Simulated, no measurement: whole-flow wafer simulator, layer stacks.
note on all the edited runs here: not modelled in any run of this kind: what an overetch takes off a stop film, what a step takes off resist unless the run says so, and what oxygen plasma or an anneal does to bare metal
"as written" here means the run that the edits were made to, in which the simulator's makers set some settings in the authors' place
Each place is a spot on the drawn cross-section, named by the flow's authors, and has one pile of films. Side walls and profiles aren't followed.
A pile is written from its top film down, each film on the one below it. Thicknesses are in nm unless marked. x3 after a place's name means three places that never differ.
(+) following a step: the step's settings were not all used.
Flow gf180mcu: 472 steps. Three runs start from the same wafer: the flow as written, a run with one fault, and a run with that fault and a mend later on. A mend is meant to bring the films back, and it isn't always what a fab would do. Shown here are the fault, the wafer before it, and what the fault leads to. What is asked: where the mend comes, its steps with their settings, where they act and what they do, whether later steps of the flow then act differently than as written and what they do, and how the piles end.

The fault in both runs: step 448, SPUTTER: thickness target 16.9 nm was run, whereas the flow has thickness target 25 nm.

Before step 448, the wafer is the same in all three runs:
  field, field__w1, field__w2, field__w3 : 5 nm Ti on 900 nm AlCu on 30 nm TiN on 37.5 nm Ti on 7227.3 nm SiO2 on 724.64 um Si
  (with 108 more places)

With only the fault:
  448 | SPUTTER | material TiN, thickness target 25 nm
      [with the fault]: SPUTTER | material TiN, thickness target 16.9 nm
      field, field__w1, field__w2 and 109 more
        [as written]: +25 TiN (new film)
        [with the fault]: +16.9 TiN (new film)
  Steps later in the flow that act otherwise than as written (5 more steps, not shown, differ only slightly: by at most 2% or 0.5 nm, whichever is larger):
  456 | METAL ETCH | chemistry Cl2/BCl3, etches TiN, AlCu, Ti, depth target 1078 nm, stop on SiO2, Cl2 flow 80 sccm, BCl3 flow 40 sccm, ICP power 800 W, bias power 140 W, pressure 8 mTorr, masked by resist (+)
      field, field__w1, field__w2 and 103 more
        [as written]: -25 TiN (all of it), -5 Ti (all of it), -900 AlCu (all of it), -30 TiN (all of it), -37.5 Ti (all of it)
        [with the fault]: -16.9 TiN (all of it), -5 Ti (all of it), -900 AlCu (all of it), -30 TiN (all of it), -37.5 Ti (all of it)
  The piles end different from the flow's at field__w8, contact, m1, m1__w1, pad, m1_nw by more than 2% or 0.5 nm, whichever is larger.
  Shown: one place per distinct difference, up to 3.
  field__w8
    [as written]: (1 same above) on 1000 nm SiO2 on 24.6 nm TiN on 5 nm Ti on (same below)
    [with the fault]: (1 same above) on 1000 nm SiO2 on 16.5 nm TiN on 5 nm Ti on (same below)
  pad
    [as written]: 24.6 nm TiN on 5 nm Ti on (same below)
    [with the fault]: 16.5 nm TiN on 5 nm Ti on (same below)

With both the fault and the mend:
  The mend stands after step 448.
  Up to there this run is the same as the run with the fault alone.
  448a | SPUTTER | material TiN, thickness target 8.1 nm (the flow's step 448, run once more with other settings)
      field, field__w1, field__w2 and 109 more
        +8.1 TiN
  Later steps of the flow that are run all act as written at every place that is followed.
  The piles end the same as the flow's at every place that both follow.
